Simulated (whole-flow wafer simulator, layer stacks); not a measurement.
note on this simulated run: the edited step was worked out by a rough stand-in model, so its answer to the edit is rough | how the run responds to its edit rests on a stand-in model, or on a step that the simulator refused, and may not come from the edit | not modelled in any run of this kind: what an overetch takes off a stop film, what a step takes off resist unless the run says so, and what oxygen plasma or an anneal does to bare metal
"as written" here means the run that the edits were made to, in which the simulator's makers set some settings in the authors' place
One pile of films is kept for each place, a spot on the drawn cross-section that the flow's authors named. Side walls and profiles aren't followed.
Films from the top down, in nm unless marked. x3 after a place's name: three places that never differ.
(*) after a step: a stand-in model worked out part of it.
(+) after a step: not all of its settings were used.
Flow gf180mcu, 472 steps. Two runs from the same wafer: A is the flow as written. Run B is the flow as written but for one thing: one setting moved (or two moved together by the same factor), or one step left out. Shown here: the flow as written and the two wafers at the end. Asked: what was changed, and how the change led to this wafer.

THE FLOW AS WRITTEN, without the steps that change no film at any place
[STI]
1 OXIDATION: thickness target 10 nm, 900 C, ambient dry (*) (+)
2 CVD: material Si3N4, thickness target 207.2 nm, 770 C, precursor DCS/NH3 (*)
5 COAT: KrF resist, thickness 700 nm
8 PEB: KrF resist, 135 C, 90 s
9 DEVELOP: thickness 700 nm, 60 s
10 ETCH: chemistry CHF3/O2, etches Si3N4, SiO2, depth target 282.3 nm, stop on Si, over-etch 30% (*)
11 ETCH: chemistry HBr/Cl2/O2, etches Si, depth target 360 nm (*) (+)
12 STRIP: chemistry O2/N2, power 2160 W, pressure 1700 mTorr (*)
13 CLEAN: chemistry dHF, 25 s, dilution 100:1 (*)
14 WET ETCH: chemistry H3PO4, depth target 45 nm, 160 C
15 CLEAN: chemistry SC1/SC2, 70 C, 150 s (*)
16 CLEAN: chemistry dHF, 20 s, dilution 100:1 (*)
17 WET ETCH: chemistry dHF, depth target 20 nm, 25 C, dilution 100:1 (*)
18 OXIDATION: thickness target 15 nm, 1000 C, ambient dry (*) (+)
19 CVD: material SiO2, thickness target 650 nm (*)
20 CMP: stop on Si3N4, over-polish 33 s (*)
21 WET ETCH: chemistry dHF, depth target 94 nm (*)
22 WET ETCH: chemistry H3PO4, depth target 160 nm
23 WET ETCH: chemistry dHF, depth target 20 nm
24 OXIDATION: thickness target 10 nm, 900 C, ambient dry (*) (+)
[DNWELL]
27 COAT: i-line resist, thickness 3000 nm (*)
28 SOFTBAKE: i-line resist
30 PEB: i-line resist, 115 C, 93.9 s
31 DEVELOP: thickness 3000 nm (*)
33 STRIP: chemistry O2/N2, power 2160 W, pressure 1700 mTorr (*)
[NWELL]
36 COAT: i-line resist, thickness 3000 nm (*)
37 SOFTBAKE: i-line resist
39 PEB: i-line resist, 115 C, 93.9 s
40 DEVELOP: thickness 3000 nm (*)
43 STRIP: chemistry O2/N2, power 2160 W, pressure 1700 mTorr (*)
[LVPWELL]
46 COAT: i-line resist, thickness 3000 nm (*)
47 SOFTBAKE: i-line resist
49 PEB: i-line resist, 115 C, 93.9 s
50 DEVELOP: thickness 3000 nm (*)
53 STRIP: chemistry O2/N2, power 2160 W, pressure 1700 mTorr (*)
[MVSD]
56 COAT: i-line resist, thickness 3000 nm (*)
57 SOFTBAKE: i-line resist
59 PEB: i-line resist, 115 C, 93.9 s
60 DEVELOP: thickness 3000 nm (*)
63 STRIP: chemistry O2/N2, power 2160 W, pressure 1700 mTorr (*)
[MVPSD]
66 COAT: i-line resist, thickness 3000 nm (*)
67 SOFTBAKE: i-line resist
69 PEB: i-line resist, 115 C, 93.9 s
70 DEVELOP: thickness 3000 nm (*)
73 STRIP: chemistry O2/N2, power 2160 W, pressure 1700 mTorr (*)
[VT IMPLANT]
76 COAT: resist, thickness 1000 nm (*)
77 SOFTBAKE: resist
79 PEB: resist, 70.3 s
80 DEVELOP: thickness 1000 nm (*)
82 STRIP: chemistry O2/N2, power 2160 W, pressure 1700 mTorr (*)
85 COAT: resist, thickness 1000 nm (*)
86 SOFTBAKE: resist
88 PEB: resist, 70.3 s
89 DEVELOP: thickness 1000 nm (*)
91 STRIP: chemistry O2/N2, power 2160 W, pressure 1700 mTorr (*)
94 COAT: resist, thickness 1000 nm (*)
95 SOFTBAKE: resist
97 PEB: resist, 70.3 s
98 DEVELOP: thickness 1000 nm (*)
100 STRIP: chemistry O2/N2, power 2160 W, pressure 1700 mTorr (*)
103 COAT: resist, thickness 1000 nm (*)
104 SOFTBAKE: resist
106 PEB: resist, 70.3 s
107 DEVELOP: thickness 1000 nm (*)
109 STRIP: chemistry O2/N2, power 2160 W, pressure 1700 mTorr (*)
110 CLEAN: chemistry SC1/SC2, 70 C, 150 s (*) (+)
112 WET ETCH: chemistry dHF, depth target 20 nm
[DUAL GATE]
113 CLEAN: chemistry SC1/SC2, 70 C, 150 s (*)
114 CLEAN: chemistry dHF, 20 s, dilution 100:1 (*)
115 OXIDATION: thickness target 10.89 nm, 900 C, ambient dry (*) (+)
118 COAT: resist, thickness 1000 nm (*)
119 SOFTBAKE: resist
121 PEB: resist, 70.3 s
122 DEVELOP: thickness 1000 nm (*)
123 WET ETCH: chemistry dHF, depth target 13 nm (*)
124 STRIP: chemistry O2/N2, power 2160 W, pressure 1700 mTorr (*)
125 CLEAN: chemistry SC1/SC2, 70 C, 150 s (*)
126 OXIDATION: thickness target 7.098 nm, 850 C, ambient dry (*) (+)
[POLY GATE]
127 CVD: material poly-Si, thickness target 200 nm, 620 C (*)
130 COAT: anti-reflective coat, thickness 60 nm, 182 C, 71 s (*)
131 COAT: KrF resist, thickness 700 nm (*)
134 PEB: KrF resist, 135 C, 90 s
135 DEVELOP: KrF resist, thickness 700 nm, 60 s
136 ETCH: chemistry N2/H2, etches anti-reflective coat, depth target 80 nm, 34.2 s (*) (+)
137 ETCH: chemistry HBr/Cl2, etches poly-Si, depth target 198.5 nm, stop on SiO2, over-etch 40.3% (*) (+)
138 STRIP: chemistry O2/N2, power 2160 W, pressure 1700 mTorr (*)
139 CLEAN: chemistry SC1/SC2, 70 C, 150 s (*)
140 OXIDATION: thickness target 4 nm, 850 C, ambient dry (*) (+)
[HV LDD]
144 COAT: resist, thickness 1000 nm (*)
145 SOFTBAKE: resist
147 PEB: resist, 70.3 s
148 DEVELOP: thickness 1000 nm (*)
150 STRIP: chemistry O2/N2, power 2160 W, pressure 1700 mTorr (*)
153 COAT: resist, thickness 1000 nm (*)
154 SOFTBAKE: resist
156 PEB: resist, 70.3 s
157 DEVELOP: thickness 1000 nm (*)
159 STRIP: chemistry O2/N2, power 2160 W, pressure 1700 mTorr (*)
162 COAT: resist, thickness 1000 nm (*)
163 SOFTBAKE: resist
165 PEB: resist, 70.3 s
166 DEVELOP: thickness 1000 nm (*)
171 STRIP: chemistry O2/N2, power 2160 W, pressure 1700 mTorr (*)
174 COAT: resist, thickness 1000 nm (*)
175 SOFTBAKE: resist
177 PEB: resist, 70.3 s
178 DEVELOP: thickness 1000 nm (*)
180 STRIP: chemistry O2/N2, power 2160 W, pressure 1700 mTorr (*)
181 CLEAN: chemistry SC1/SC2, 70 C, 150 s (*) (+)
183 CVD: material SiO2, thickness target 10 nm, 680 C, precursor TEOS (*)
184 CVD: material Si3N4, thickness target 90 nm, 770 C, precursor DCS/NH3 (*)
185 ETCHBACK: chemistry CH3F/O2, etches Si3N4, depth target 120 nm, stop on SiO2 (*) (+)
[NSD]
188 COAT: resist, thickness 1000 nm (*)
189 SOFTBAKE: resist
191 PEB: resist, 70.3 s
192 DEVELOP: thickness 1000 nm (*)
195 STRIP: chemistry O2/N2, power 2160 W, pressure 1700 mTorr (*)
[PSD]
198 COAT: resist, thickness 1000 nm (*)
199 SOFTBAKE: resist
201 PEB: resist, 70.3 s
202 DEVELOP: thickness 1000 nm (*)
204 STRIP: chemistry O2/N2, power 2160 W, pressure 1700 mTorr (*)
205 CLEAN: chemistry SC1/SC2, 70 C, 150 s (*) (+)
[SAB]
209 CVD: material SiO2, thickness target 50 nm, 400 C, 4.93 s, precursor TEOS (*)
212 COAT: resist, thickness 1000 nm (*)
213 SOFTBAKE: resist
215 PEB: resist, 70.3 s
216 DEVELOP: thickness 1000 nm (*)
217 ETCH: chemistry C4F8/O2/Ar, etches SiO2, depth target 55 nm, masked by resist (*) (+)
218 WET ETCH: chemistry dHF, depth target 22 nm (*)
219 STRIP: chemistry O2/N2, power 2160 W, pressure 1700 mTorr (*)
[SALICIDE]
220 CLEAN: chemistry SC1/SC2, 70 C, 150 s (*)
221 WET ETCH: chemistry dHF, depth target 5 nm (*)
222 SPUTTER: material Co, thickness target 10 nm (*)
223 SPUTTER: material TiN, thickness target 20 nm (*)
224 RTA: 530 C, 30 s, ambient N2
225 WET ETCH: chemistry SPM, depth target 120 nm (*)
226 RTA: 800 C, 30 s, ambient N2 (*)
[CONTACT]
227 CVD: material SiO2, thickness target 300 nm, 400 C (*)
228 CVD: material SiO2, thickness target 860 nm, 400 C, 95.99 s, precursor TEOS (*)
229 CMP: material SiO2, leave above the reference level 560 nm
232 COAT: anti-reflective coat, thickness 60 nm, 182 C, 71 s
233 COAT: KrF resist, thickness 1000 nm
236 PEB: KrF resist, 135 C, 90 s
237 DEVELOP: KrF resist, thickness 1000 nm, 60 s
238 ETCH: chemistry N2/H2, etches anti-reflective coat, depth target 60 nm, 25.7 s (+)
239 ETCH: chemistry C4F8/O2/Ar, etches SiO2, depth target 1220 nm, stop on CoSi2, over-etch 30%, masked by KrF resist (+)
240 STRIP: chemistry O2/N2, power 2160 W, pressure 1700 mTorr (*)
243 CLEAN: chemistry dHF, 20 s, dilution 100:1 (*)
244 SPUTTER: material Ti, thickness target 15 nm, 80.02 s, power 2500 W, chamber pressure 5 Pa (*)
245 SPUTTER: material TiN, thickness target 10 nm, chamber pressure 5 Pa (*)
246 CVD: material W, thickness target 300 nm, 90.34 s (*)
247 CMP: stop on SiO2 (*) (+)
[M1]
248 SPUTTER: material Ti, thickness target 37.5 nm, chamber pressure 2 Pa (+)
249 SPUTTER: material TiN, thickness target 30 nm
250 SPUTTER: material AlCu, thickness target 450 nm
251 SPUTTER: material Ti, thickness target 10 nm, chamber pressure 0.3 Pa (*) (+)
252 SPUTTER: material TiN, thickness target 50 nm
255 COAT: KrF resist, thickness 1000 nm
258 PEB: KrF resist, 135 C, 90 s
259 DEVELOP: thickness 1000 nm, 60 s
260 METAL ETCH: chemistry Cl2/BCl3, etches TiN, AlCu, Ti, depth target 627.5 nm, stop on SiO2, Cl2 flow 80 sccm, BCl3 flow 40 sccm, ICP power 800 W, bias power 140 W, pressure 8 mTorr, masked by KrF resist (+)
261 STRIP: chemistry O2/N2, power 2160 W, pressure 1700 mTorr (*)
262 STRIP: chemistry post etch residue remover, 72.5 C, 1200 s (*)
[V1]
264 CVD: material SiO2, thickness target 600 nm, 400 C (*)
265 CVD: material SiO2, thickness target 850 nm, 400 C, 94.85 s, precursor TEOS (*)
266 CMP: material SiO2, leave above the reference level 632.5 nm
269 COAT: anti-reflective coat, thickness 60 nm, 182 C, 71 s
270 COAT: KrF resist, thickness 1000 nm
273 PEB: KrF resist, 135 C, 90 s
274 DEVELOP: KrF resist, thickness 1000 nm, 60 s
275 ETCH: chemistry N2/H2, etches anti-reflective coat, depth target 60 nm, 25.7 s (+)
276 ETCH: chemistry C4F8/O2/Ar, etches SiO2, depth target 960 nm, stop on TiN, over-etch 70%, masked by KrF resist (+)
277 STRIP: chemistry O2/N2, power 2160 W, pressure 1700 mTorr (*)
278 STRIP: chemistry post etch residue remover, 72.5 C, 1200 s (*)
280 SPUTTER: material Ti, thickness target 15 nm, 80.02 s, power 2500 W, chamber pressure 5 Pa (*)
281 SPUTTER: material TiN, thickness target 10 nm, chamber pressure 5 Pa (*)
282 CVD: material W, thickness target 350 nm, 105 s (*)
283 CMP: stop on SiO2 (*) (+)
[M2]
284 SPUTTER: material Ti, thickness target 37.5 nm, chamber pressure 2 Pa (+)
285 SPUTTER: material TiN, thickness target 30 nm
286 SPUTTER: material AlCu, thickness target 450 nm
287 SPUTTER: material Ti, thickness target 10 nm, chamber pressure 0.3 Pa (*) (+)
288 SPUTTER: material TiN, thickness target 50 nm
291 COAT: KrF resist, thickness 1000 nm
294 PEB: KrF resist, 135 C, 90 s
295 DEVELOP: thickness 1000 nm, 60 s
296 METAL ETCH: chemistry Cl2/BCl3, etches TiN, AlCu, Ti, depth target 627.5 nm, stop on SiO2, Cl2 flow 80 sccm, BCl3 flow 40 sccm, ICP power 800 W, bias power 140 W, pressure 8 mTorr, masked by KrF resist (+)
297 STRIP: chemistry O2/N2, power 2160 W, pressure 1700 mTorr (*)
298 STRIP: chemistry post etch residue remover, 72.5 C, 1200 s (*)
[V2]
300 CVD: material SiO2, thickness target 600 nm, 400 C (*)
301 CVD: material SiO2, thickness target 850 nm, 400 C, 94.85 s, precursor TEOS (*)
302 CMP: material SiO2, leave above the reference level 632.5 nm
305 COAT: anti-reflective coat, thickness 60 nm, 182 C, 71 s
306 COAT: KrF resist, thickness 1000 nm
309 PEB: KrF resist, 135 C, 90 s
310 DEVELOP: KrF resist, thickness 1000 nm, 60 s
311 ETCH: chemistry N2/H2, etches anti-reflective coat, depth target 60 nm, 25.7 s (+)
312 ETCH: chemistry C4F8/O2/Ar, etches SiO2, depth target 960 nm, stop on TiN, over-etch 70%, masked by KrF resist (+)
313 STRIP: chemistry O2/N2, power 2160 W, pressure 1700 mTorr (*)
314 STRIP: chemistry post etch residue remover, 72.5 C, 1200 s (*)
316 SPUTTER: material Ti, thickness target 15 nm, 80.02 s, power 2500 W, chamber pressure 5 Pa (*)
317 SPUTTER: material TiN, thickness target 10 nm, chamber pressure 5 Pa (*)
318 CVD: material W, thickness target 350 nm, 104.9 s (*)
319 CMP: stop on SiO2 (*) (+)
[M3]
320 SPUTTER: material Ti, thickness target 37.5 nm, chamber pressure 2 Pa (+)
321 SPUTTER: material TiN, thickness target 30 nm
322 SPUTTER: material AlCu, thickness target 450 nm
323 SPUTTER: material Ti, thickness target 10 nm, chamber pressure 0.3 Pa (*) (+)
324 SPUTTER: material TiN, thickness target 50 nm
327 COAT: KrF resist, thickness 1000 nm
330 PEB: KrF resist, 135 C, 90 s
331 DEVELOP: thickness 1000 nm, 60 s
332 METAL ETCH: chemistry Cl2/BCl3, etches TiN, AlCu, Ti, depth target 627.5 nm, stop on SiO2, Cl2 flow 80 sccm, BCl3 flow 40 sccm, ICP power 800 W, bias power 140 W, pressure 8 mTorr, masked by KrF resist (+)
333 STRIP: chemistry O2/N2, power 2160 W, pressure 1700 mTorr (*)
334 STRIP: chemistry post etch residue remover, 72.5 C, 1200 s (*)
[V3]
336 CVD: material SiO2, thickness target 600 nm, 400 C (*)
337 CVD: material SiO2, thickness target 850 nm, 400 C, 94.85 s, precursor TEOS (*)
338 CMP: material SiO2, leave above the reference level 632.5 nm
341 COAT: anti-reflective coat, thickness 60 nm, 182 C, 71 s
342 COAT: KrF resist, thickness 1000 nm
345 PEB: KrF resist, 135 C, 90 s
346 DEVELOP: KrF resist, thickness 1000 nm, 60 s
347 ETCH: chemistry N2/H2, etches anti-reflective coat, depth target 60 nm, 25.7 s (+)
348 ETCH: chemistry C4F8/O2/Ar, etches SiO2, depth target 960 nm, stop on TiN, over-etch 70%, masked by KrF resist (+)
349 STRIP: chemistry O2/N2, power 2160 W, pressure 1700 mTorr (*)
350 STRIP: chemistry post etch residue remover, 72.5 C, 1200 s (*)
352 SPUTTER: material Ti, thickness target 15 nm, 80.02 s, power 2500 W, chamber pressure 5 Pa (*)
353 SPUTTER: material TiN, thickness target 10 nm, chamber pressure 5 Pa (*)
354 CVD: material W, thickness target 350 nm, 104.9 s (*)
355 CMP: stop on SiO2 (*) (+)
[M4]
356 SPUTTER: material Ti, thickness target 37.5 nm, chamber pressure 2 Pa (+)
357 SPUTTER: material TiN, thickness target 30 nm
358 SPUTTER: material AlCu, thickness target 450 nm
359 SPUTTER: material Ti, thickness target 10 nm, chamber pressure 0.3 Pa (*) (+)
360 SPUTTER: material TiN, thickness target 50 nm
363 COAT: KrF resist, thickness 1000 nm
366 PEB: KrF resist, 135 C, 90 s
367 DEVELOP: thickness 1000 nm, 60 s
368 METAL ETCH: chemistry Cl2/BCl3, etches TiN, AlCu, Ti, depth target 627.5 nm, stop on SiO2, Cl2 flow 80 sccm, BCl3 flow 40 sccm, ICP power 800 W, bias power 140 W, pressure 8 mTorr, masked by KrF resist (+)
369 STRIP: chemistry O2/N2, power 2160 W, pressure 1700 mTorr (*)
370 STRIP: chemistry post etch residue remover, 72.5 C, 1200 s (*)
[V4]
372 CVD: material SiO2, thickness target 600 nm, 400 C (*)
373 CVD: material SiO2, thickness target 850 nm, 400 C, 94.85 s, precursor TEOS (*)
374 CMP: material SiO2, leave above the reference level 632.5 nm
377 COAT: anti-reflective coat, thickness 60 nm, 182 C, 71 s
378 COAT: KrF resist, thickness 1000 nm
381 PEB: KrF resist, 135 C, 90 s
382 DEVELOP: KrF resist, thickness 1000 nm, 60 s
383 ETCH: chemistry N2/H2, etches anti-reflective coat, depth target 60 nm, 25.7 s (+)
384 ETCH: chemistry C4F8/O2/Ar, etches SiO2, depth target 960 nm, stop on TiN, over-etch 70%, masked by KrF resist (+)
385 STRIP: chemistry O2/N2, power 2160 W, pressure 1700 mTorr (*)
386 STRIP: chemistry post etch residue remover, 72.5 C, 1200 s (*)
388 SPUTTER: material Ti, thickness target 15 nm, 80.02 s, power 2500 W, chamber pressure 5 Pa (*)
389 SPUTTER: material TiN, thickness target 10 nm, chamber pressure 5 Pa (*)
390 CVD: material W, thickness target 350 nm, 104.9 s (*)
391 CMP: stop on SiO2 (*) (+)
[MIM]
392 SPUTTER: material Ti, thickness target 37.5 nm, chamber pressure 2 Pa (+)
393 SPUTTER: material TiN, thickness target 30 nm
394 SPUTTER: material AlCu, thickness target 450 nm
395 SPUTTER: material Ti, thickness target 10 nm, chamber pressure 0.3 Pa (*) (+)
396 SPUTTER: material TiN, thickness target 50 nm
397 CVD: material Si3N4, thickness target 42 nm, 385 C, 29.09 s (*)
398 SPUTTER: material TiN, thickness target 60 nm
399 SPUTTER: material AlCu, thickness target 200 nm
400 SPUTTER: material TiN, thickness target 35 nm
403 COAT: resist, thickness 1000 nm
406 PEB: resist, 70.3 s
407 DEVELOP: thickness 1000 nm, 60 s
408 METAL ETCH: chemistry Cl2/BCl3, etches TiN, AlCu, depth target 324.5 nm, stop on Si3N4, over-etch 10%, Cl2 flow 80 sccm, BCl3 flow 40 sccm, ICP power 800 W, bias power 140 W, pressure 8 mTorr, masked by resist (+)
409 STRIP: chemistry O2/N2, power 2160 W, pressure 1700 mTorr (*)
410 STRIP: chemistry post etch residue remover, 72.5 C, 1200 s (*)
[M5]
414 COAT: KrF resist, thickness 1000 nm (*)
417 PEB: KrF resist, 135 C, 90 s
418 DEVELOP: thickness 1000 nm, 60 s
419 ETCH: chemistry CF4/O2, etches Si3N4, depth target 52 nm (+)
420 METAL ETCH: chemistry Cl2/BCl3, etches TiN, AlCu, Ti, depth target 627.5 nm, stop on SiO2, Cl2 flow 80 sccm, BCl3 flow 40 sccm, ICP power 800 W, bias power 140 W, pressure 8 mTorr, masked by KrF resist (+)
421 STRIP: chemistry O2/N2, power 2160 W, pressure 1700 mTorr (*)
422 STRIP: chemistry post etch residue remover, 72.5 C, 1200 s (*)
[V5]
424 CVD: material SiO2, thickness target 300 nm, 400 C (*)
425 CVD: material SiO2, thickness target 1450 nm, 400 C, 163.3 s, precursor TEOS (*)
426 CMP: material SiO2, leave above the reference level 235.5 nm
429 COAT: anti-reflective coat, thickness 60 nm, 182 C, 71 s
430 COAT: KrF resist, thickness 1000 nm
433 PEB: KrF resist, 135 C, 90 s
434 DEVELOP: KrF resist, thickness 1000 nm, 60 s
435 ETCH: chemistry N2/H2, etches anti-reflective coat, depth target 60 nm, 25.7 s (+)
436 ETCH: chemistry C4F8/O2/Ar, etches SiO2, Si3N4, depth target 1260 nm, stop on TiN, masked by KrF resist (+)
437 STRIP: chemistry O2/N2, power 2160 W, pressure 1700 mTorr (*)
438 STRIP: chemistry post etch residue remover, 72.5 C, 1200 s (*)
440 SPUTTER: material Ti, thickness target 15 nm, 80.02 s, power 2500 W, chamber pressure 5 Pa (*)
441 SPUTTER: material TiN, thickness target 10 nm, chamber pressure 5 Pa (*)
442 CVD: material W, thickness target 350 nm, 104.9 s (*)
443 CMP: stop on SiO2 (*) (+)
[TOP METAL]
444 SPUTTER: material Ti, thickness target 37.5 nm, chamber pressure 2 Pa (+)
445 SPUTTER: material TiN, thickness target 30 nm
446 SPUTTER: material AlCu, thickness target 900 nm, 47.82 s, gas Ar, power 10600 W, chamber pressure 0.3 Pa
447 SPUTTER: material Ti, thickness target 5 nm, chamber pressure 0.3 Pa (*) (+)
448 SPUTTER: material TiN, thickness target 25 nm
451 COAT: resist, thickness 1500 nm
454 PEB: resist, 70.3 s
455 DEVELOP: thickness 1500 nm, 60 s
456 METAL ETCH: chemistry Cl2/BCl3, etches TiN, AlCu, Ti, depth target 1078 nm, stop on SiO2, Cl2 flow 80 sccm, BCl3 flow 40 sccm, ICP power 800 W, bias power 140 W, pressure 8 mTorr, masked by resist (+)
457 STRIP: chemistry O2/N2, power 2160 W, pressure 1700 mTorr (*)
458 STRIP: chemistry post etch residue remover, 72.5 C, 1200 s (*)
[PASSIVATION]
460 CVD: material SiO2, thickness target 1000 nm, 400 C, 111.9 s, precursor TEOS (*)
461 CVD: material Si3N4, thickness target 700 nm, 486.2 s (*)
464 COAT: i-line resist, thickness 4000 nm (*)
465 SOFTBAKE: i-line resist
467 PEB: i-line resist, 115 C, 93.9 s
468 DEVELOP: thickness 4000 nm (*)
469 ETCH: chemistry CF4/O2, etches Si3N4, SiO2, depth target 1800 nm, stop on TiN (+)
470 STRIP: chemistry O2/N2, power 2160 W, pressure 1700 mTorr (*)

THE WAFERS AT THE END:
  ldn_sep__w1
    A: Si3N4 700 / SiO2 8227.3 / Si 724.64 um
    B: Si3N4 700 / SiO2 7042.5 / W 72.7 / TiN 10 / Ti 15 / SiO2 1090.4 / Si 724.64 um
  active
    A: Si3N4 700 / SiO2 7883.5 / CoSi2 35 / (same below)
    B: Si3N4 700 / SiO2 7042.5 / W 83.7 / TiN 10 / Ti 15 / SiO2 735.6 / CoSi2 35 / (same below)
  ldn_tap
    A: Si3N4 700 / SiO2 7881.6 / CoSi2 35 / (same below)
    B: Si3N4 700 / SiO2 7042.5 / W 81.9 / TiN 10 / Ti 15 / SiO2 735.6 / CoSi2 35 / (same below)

The cause: step 228, CVD: thickness target 430 nm was run, where the flow has thickness target 860 nm; step 228, CVD: 48 s was run, where the flow has 95.99 s.

How the change led to this, step by step:
  228 CVD: material SiO2, thickness target 860 nm, 400 C, 95.99 s, precursor TEOS (*)
      field, field__w7, field__w8 and 70 more: A SiO2 +860 | B SiO2 +439.1
      field__w3, field__w12: A SiO2 +807.3 | B SiO2 +415.9
      (and at 36 more places)
  229 CMP: material SiO2, leave above the reference level 560 nm
      ldn_sep__w1, ldn_sep__w2, ldn_dft and 8 more: A SiO2 -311 | B nothing
      active, p_well, sd_n, iso_ptap_pw, iso_ntap_nw, iso_ptap_sub, vpnp_e: A SiO2 -299.9 | B nothing
      (and at 93 more places)
  232 COAT: anti-reflective coat, thickness 60 nm, 182 C, 71 s
      field__w13, active_hv, ldn_tap: A anti-reflective coat +60 (new film) | B anti-reflective coat +72.1 (new film)
      field__w10, ld_drift_p: A anti-reflective coat +60 (new film) | B anti-reflective coat +122.5 (new film)
      (and at 94 more places)
  233 COAT: KrF resist, thickness 1000 nm
      gate_p_hv, gate_p_hv5: A KrF resist +1000 (new film) | B KrF resist +948.2 (new film)
      field: A KrF resist +1000 (new film) | B KrF resist +1021.5 (new film)
      (and at 56 more places)
  236 PEB: KrF resist, 135 C, 90 s
      gate_p_hv, ppoly_sal, gate_p_hv5: A KrF resist -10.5 | B KrF resist -9.73
      field_sub, field_sub__w1: A KrF resist -10.5 | B KrF resist -11.4
      (and at 15 more places)
  237 DEVELOP: KrF resist, thickness 1000 nm, 60 s
      contact: A KrF resist -989.5 (all of it) | B KrF resist -1020.4 (all of it)
      polyc_n: A KrF resist -989.5 (all of it) | B KrF resist -944.2 (all of it)
      (and at 1 more place)
  238 ETCH: chemistry N2/H2, etches anti-reflective coat, depth target 60 nm, 25.7 s (+)
      polyc_n: A anti-reflective coat -60 (all of it), SiO2 -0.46 | B anti-reflective coat -14.6 (all of it), SiO2 -1.62
      polyc_p: A anti-reflective coat -60 (all of it), SiO2 -0.46 | B anti-reflective coat -14.5 (all of it), SiO2 -1.63
  239 ETCH: chemistry C4F8/O2/Ar, etches SiO2, depth target 1220 nm, stop on CoSi2, over-etch 30%, masked by KrF resist (+)
      field, field__w1, field__w2 and 105 more: A KrF resist -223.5 | B KrF resist -190
      contact: A SiO2 -859.5 (all of it) | B SiO2 -730.7 (all of it)
  240 STRIP: chemistry O2/N2, power 2160 W, pressure 1700 mTorr (*)
      sti, mim_1p0, pad, dice_street: A KrF resist -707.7 (all of it), anti-reflective coat -60 (all of it) | B KrF resist -761.3 (all of it), anti-reflective coat -60.3 (all of it)
      p_well, sd_n: A KrF resist -707.7 (all of it), anti-reflective coat -60 (all of it) | B KrF resist -761.3 (all of it), anti-reflective coat -57.2 (all of it)
      (and at 102 more places)
  244 SPUTTER: material Ti, thickness target 15 nm, 80.02 s, power 2500 W, chamber pressure 5 Pa (*)
      mim, ld_sd_n, ld_sd_p: A Ti +15 (new film) | B Ti +14.4 (new film)
      field__w3: A Ti +15 (new film) | B Ti +14.3 (new film)
      (and at 4 more places)
  245 SPUTTER: material TiN, thickness target 10 nm, chamber pressure 5 Pa (*)
      field__w12: A TiN +10 (new film) | B TiN +9.13 (new film)
      ld_drift_n: A TiN +10 (new film) | B TiN +9.17 (new film)
      (and at 1 more place)
  246 CVD: material W, thickness target 300 nm, 90.34 s (*)
      contact: A W +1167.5 (new film) | B W +1030 (new film)
  247 CMP: stop on SiO2 (*) (+)
      gate, gate_hv, gate_p and 23 more: A W -300 (all of it), TiN -10 (all of it), Ti -15 (all of it), SiO2 -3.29 | B W -300 (all of it), TiN -10 (all of it), Ti -15 (all of it)
      ldn_sep__w1, ldn_sep__w2, ldn_dft and 8 more: A W -300 (all of it), TiN -10 (all of it), Ti -15 (all of it), SiO2 -3.29 | B W -215.1
      (and at 72 more places)
  260 METAL ETCH: chemistry Cl2/BCl3, etches TiN, AlCu, Ti, depth target 627.5 nm, stop on SiO2, Cl2 flow 80 sccm, BCl3 flow 40 sccm, ICP power 800 W, bias power 140 W, pressure 8 mTorr, masked by KrF resist (+)
      field, field__w1, field__w2 and 74 more: A TiN -50 (all of it), Ti -10 (all of it), AlCu -450 (all of it), TiN -30 (all of it), Ti -37.5 (all of it) | B TiN -50 (all of it), Ti -10 (all of it), AlCu -450 (all of it), TiN -30 (all of it), Ti -37.5 (all of it), W -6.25
      spacer: A TiN -50 (all of it), Ti -10 (all of it), AlCu -450 (all of it), TiN -30 (all of it), Ti -37.5 (all of it) | B TiN -50 (all of it), Ti -10 (all of it), AlCu -450 (all of it), TiN -30 (all of it), Ti -37.5 (all of it), TiN -1.04 (all of it), Ti -15 (all of it)
  262 STRIP: chemistry post etch residue remover, 72.5 C, 1200 s (*)
      field, field__w1, field__w2 and 74 more: A nothing | B W -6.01
  264 CVD: material SiO2, thickness target 600 nm, 400 C (*)
      field, field__w1, field__w2 and 74 more: A SiO2 +600 | B SiO2 +600 (new film)
  266 CMP: material SiO2, leave above the reference level 632.5 nm
      field, field__w1, field__w2 and 74 more: A SiO2 -300 | B SiO2 -287.7
      spacer: A SiO2 -300 | B SiO2 -284
Counting metal films that touch as one body, ldn_sep__w1 has 1 body; the flow as written gives 0 bodies.
Counting metal films that touch as one body, active has 2 bodies (between them, from the top down: SiO2 735.6); the flow as written gives 1 body.
Counting metal films that touch as one body, ldn_tap has 2 bodies (between them, from the top down: SiO2 735.6); the flow as written gives 1 body.
